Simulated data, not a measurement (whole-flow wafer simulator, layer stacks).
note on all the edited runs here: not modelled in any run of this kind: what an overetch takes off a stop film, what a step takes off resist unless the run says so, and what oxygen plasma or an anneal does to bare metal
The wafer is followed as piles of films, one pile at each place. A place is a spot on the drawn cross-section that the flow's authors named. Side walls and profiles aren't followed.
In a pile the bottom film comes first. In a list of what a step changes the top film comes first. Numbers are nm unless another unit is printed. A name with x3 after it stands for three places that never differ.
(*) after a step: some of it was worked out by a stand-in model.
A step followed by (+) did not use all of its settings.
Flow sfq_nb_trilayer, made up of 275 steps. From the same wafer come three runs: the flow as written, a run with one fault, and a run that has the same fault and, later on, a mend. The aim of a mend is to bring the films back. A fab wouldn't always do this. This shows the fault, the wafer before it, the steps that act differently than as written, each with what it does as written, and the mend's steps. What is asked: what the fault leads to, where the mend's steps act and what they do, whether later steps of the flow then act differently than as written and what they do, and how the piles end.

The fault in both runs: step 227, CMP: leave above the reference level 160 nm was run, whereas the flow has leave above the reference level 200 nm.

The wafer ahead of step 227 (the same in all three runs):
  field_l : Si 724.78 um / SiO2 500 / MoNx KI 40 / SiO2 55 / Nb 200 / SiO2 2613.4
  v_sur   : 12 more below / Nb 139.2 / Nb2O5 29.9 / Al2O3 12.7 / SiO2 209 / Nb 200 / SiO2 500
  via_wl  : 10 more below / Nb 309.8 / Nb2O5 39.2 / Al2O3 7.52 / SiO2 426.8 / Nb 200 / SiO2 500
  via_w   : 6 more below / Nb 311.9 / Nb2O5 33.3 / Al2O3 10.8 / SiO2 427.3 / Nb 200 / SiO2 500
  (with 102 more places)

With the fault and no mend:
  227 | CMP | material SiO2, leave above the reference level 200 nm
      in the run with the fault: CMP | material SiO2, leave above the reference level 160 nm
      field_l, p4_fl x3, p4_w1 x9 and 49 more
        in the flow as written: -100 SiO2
        in the run with the fault: -140 SiO2
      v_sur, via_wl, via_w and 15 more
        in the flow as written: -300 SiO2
        in the run with the fault: -340 SiO2
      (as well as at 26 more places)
  Steps later in the flow that act otherwise than as written (3 more steps, not shown, differ only slightly: by at most 2% or 0.5 nm, whichever is larger):
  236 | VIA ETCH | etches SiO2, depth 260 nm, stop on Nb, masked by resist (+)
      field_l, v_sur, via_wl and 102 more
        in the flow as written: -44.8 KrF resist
        in the run with the fault: -41.3 KrF resist
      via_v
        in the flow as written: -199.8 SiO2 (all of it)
        in the run with the fault: -159.8 SiO2 (all of it)
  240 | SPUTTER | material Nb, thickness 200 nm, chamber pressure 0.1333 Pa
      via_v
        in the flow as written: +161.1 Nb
        in the run with the fault: +170.8 Nb
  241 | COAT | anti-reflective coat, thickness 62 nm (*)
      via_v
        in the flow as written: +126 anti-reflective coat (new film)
        in the run with the fault: +115.5 anti-reflective coat (new film)
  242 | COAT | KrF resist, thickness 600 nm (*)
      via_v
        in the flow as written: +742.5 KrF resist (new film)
        in the run with the fault: +709.8 KrF resist (new film)
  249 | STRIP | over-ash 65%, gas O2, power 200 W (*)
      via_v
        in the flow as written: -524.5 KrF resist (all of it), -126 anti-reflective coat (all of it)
        in the run with the fault: -491.9 KrF resist (all of it), -115.5 anti-reflective coat (all of it)
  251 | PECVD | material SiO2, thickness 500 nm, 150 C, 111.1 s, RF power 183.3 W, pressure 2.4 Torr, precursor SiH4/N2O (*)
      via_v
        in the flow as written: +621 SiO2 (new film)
        in the run with the fault: +545.2 SiO2 (new film)
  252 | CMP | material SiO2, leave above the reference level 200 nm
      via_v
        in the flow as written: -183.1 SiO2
        in the run with the fault: -157.1 SiO2
  At v_sur, via_wl, via_w and 80 more, the piles at the end differ from the flow's by more than 2% or 0.5 nm, whichever is larger.
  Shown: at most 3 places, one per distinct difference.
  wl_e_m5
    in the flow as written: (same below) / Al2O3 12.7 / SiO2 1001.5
    in the run with the fault: (same below) / Al2O3 12.7 / SiO2 961.5
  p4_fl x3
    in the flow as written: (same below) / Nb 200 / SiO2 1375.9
    in the run with the fault: (same below) / Nb 200 / SiO2 1335.9
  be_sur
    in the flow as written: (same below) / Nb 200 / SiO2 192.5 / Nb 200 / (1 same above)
    in the run with the fault: (same below) / Nb 200 / SiO2 152.5 / Nb 200 / (1 same above)

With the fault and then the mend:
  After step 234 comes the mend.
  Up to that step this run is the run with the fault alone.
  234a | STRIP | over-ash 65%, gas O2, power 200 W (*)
      field_l, v_sur, via_wl and 102 more
        -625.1 KrF resist (all of it), -62 anti-reflective coat (all of it)
      via_v
        -62 anti-reflective coat (all of it)
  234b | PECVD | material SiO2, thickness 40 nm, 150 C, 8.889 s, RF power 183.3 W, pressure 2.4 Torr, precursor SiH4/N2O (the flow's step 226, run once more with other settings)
      field_l, v_sur, via_wl and 103 more
        +40 SiO2
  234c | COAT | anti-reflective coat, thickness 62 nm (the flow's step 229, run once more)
      field_l, v_sur, via_wl and 103 more
        +62 anti-reflective coat (new film)
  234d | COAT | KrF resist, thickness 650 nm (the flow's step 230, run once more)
      field_l, v_sur, via_wl and 103 more
        +650 KrF resist (new film)
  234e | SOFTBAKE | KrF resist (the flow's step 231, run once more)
      leaves every film unchanged at each place that is followed
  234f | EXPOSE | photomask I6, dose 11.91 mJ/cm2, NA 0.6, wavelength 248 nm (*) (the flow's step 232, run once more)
      leaves every film unchanged at each place that is followed
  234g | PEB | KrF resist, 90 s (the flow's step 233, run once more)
      field_l, v_sur, via_wl and 103 more
        -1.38 KrF resist
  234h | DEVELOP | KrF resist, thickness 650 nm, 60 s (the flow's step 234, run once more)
      field_l, v_sur, via_wl and 102 more
        -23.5 KrF resist
      via_v
        -648.6 KrF resist (all of it)
  None of the later steps of the flow acts differently than as written at any place that is followed.
  The piles end the same as the flow's at every place that both follow.
